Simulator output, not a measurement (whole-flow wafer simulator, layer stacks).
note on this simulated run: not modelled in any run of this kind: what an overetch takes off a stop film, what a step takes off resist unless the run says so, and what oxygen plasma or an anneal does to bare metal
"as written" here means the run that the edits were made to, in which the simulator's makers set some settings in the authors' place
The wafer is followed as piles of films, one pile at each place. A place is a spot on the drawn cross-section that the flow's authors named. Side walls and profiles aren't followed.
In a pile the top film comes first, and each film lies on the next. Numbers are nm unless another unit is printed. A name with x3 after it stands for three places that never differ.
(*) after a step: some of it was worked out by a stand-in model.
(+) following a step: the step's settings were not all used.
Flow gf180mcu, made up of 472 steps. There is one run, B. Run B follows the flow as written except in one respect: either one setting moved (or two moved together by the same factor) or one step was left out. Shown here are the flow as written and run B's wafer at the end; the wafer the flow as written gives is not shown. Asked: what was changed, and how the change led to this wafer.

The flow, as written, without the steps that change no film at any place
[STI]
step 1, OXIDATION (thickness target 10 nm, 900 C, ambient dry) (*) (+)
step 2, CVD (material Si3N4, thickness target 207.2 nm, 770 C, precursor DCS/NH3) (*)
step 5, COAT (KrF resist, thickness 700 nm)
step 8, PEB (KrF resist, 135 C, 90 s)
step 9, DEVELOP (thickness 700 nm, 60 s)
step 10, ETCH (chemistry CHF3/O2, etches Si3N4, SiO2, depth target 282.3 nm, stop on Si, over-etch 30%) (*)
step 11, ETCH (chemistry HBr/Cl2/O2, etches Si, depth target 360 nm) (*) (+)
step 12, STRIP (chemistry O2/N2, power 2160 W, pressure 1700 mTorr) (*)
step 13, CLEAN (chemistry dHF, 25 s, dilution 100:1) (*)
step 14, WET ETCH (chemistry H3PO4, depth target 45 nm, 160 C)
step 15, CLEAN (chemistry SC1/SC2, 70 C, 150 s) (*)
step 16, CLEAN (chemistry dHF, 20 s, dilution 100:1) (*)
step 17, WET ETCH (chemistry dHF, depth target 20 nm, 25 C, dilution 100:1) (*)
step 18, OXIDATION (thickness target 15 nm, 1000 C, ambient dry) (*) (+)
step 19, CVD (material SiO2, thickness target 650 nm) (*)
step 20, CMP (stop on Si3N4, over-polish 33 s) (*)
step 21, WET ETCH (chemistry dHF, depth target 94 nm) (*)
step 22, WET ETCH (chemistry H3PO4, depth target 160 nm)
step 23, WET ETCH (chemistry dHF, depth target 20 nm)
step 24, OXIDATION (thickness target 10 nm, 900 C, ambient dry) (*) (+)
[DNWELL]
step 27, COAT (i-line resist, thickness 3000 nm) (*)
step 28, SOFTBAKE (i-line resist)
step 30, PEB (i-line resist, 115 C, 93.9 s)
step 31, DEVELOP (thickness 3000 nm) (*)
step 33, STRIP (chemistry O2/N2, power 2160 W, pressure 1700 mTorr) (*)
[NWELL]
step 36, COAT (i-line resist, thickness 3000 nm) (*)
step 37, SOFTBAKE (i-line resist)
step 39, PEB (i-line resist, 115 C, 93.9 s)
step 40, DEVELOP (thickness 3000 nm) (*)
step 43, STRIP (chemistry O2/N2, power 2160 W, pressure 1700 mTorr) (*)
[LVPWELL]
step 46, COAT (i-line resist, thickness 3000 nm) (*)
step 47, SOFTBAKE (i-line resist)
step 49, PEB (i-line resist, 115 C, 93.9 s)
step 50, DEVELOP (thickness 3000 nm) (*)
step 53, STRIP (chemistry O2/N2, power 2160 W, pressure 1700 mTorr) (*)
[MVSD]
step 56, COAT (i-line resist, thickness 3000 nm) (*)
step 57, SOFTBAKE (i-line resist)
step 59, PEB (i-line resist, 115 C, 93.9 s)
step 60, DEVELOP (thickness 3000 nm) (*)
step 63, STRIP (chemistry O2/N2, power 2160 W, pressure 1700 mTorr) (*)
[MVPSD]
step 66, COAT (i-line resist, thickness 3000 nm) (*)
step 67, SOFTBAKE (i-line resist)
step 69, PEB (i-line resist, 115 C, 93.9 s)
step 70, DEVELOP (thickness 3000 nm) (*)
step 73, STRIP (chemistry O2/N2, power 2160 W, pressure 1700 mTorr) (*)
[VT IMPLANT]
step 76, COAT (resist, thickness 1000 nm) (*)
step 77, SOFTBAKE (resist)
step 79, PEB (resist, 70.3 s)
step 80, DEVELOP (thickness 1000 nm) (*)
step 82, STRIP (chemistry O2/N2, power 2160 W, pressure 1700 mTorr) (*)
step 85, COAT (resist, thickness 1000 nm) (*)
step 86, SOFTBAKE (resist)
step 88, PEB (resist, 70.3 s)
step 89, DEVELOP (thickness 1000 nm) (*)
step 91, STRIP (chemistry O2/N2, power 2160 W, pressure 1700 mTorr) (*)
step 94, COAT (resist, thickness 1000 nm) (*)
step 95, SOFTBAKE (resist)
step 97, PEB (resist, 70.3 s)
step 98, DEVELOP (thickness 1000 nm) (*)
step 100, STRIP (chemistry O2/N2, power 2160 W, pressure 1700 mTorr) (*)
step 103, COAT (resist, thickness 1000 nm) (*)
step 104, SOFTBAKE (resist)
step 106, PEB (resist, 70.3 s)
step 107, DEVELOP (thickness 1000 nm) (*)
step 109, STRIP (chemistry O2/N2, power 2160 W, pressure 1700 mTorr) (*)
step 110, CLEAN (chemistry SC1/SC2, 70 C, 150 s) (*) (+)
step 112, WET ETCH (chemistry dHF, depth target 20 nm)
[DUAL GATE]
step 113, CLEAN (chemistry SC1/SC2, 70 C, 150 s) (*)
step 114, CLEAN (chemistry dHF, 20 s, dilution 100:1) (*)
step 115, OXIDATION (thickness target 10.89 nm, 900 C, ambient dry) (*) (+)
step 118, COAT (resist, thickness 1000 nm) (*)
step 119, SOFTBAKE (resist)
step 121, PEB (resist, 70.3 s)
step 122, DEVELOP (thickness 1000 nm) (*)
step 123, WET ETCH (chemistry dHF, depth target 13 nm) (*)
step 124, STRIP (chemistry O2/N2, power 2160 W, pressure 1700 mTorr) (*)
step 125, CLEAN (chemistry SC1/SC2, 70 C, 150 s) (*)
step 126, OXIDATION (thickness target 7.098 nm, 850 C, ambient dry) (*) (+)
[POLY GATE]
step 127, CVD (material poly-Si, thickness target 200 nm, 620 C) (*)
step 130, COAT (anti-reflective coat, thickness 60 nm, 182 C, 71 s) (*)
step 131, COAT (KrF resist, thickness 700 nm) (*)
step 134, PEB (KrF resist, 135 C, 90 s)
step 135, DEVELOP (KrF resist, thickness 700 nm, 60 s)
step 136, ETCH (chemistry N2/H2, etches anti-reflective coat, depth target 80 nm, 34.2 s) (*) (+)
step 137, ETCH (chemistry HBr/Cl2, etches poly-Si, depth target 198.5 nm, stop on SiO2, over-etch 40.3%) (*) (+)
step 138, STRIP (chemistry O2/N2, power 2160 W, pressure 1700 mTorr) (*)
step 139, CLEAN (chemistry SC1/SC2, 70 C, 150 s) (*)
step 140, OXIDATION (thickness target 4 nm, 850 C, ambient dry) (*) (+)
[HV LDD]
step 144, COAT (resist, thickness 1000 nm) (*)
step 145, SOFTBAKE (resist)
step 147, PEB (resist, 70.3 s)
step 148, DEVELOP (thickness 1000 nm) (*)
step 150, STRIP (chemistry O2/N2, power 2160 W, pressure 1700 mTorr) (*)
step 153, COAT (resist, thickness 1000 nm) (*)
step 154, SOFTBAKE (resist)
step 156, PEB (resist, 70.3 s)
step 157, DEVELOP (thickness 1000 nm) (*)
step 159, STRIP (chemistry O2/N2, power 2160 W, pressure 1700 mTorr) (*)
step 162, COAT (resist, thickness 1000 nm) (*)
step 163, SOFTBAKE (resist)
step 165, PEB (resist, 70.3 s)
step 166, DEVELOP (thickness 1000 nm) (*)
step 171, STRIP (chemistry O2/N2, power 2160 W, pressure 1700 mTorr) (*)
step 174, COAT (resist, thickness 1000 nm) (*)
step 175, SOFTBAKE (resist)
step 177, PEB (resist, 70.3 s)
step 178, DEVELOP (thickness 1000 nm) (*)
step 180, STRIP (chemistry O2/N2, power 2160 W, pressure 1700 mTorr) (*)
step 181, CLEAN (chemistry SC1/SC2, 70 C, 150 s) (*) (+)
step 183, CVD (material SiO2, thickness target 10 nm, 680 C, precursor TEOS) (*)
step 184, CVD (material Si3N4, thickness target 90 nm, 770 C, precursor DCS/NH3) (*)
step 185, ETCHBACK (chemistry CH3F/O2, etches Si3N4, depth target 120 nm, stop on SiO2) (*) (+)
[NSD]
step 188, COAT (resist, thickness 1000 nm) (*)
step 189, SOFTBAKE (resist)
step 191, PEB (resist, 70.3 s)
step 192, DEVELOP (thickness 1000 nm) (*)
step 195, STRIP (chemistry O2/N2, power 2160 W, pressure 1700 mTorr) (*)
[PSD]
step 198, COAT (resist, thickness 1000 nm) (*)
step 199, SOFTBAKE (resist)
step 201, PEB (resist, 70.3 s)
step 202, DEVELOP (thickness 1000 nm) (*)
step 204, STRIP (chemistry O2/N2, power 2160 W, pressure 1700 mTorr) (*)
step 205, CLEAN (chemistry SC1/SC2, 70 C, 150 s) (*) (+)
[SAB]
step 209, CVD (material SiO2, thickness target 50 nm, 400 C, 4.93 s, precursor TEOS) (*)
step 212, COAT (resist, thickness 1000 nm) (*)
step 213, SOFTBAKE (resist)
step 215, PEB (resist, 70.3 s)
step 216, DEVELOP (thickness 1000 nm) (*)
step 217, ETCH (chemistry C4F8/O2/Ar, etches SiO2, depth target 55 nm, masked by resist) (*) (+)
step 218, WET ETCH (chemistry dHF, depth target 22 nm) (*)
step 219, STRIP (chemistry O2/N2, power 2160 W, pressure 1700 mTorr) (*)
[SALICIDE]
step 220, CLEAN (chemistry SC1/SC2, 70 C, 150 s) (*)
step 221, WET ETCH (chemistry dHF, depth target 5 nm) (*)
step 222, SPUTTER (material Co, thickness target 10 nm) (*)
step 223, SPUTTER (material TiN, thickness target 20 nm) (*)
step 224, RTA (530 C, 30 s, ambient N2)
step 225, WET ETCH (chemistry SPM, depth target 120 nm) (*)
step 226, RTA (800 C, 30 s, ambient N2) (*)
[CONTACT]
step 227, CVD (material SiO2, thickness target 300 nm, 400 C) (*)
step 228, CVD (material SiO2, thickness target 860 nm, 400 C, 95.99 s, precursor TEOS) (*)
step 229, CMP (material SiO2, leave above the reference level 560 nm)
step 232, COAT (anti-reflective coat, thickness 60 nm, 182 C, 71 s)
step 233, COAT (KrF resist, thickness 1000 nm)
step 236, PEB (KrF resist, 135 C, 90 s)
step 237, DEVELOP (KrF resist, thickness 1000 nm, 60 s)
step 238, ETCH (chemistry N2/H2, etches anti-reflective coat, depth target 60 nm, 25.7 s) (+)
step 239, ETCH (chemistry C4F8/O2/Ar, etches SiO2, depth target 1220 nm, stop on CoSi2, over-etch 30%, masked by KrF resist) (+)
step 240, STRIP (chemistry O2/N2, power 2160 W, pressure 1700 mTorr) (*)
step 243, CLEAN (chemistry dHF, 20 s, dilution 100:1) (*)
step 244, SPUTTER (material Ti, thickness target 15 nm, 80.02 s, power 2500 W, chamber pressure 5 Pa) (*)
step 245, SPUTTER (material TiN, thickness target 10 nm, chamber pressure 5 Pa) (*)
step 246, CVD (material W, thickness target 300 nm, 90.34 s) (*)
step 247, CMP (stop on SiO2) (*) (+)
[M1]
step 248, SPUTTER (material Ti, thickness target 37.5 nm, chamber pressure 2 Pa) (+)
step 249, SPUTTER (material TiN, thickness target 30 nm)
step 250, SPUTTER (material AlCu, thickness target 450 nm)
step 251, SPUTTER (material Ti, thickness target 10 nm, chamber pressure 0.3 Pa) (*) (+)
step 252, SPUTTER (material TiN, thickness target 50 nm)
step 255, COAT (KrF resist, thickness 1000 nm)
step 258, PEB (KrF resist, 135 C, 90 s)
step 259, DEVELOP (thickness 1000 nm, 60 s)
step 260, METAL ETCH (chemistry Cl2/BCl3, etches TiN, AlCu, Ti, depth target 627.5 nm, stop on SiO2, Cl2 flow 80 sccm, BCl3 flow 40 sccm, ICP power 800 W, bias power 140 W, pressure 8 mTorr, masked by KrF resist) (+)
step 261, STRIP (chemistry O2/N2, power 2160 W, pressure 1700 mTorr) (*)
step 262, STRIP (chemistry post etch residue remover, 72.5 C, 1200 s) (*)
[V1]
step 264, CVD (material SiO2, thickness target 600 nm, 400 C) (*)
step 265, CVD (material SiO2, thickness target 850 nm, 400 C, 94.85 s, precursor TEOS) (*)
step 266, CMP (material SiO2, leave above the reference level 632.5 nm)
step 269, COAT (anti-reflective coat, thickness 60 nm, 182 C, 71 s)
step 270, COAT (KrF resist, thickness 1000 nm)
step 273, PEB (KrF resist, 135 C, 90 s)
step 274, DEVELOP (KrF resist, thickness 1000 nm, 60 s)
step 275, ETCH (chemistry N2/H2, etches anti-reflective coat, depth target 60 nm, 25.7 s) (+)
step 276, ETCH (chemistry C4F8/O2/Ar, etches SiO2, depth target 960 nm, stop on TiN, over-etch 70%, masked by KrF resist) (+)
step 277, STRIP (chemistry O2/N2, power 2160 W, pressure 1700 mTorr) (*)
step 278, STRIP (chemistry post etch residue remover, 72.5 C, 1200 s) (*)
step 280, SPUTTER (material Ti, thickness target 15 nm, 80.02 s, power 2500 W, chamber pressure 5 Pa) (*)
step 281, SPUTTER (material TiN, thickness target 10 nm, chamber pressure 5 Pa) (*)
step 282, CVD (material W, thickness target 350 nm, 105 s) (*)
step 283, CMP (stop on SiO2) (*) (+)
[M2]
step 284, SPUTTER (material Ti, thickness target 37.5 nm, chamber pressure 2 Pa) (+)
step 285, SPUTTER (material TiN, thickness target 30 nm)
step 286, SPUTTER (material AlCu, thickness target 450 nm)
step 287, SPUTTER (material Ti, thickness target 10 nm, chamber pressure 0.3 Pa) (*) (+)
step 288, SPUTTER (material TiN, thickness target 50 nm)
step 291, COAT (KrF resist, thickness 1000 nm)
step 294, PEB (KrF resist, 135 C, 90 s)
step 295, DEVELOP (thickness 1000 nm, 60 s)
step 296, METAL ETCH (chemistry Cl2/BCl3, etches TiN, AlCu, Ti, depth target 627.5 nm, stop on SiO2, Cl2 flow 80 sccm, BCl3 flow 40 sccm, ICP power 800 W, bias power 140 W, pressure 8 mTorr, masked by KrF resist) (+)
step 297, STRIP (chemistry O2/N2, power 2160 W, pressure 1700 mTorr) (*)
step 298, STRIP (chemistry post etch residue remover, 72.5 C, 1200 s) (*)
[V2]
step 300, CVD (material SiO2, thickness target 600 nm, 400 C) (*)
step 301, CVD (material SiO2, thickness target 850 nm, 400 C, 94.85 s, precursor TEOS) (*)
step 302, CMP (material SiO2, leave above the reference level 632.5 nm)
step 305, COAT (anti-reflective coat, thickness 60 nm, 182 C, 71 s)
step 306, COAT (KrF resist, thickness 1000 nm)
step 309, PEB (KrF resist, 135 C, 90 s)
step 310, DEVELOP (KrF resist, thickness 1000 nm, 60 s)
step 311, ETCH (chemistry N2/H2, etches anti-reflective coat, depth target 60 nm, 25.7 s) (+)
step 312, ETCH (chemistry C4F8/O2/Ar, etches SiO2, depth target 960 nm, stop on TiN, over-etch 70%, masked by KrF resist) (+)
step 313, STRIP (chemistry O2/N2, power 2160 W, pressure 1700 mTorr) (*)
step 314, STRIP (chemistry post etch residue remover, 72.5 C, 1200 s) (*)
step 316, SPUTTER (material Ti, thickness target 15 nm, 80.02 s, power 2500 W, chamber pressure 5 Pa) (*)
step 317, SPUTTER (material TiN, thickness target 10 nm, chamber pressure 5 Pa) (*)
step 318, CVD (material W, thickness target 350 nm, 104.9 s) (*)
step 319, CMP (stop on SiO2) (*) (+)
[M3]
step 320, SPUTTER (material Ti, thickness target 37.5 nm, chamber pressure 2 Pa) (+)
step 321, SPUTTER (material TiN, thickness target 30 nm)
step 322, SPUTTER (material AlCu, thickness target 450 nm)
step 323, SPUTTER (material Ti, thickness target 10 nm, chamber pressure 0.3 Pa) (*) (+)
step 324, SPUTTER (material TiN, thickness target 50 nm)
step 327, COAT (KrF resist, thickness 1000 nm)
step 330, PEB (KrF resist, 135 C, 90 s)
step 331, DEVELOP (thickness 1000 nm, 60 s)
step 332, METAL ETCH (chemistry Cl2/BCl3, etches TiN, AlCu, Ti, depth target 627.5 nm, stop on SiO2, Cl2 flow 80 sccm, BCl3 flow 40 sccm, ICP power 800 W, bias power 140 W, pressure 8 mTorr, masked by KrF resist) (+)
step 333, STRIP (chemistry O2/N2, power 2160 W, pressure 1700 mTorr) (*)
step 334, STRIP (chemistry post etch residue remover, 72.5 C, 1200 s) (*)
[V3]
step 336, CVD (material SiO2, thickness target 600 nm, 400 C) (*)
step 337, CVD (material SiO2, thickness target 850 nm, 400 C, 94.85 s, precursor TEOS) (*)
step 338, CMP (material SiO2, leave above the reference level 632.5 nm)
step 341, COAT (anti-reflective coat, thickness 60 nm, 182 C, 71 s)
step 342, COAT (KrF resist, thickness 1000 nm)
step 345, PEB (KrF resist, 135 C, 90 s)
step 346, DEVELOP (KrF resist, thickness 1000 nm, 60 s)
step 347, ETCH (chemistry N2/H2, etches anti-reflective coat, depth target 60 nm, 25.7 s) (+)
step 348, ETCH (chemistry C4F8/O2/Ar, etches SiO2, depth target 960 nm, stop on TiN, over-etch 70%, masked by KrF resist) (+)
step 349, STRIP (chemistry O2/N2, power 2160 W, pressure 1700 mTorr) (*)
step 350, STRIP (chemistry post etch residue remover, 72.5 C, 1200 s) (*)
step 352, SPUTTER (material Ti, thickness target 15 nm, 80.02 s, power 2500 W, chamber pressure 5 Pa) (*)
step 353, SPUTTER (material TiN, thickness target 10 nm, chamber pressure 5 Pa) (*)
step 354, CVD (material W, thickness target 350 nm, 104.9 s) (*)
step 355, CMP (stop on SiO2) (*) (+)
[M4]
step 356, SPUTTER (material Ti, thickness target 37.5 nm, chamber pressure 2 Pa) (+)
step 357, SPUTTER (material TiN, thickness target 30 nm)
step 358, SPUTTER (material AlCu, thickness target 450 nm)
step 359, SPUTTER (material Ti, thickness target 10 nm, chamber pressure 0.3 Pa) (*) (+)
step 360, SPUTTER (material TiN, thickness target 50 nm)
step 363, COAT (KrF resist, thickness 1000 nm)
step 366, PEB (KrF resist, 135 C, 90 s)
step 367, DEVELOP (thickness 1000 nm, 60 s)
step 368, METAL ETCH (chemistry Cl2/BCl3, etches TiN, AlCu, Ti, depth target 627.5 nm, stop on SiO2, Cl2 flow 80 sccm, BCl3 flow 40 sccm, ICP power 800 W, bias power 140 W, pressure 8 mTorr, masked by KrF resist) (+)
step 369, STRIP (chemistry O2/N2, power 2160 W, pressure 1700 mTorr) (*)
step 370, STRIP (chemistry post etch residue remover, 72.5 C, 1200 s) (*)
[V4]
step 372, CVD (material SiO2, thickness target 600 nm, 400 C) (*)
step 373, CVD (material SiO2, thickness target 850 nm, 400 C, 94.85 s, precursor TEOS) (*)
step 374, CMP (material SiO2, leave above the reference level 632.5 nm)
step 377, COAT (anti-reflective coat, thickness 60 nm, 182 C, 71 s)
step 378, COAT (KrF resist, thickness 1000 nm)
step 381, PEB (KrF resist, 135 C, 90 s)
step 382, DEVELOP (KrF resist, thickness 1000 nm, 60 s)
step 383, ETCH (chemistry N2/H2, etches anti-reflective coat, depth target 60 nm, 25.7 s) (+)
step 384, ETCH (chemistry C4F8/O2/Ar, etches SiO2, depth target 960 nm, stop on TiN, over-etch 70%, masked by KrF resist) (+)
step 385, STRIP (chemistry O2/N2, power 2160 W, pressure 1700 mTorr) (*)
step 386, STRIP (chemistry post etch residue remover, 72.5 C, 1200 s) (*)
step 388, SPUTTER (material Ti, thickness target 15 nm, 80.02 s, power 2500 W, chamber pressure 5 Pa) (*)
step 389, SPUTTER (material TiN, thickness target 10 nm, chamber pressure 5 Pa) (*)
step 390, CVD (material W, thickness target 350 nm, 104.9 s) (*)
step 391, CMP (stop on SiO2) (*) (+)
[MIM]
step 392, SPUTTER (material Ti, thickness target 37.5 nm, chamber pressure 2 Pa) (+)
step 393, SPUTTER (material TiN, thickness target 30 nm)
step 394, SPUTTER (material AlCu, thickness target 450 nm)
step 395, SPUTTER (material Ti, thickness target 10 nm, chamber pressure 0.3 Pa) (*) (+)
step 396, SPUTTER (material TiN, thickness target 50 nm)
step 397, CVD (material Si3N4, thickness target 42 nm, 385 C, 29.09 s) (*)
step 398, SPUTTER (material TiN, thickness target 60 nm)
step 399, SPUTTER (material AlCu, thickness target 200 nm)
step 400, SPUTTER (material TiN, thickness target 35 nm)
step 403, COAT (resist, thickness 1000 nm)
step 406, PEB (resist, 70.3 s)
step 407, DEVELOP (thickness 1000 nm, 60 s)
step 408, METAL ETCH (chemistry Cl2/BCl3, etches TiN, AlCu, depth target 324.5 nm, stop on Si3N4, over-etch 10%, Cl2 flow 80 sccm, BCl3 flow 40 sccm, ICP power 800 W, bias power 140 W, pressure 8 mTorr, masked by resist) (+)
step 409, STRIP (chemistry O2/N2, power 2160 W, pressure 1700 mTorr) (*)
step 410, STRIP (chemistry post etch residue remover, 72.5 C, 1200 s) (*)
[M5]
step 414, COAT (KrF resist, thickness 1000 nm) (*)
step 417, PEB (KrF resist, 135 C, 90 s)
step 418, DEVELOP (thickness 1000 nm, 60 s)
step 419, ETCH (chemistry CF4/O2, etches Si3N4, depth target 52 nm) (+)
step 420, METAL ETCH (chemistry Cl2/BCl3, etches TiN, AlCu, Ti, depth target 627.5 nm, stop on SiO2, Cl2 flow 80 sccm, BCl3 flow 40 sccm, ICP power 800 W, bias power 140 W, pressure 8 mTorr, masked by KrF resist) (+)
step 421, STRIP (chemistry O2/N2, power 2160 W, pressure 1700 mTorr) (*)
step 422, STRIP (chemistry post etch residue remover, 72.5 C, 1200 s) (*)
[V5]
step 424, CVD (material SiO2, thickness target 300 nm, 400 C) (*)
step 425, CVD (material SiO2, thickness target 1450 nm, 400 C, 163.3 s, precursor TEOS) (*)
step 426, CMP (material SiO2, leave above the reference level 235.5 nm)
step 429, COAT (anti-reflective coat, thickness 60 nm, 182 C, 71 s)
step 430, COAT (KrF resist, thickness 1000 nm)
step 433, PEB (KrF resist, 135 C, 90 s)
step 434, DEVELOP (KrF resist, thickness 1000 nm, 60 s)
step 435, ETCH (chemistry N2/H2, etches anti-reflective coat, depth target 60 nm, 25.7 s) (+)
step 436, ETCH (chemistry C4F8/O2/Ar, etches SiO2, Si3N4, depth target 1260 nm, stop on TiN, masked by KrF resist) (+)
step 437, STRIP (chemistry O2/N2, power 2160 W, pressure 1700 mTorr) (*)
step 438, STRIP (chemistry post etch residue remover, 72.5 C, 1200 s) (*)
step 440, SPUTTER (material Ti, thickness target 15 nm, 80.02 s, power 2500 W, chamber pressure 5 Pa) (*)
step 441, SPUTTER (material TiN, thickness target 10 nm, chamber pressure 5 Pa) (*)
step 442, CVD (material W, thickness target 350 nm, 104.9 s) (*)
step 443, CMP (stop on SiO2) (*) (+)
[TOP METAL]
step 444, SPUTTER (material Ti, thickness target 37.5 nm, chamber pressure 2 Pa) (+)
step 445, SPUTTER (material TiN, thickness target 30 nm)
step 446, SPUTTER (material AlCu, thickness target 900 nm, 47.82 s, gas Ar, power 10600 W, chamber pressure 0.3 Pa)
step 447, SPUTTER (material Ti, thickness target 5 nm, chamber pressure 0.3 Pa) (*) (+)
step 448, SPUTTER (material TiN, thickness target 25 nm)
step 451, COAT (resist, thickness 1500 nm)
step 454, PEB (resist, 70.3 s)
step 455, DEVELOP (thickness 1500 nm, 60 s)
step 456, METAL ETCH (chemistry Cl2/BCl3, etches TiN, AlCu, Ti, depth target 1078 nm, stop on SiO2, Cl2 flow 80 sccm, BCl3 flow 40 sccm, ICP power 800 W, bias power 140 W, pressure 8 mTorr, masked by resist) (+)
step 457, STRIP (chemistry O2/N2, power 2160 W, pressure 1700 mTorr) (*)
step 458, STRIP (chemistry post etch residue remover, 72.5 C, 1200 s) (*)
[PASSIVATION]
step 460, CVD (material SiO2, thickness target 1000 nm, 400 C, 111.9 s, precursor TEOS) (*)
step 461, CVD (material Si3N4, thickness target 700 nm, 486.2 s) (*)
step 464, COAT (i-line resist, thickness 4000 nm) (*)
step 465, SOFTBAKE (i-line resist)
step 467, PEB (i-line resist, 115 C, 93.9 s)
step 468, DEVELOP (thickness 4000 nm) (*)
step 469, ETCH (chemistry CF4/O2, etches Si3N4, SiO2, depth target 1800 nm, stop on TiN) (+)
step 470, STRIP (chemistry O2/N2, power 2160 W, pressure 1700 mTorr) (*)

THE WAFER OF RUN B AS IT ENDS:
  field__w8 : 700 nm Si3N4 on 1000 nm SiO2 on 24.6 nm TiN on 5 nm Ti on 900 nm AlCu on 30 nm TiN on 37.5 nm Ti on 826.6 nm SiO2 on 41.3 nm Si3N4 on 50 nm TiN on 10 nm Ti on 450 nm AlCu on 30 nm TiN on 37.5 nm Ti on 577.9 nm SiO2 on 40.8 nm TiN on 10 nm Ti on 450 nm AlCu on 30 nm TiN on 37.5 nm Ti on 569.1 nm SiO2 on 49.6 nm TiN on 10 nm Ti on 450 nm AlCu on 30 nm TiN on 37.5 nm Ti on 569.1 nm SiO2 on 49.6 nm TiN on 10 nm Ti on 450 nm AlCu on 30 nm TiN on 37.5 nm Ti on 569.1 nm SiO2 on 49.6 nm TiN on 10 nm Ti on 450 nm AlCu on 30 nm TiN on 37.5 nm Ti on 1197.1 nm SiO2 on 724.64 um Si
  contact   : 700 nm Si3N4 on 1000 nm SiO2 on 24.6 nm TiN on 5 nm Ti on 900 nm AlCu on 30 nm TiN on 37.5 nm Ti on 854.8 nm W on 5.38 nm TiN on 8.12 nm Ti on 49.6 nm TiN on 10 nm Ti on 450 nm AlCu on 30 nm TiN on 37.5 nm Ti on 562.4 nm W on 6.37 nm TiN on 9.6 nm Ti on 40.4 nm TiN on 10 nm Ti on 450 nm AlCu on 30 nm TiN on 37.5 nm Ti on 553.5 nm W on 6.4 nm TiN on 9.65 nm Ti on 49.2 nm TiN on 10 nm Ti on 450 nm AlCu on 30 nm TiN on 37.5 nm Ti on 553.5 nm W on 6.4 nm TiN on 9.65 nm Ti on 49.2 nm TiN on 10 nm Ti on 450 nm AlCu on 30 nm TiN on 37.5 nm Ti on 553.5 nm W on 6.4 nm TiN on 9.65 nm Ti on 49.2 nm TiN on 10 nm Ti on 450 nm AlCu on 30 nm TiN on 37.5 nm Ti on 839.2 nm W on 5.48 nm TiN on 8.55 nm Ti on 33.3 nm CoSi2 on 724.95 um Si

What caused this: step 360, SPUTTER: thickness target 41.2 nm was run, whereas the flow has thickness target 50 nm.

The path from the change to this, step by step:
  step 360, SPUTTER (material TiN, thickness target 50 nm)
      field, field__w1, field__w2 and 108 more: +41.2 TiN (new film) (it would be, as written: +50 TiN (new film))
  step 368, METAL ETCH (chemistry Cl2/BCl3, etches TiN, AlCu, Ti, depth target 627.5 nm, stop on SiO2, Cl2 flow 80 sccm, BCl3 flow 40 sccm, ICP power 800 W, bias power 140 W, pressure 8 mTorr, masked by KrF resist) (+)
      field, field__w1, field__w2 and 103 more: -41.2 TiN (all of it), -10 Ti (all of it), -450 AlCu (all of it), -30 TiN (all of it), -37.5 Ti (all of it) (it would be, as written: -50 TiN (all of it), -10 Ti (all of it), -450 AlCu (all of it), -30 TiN (all of it), -37.5 Ti (all of it))
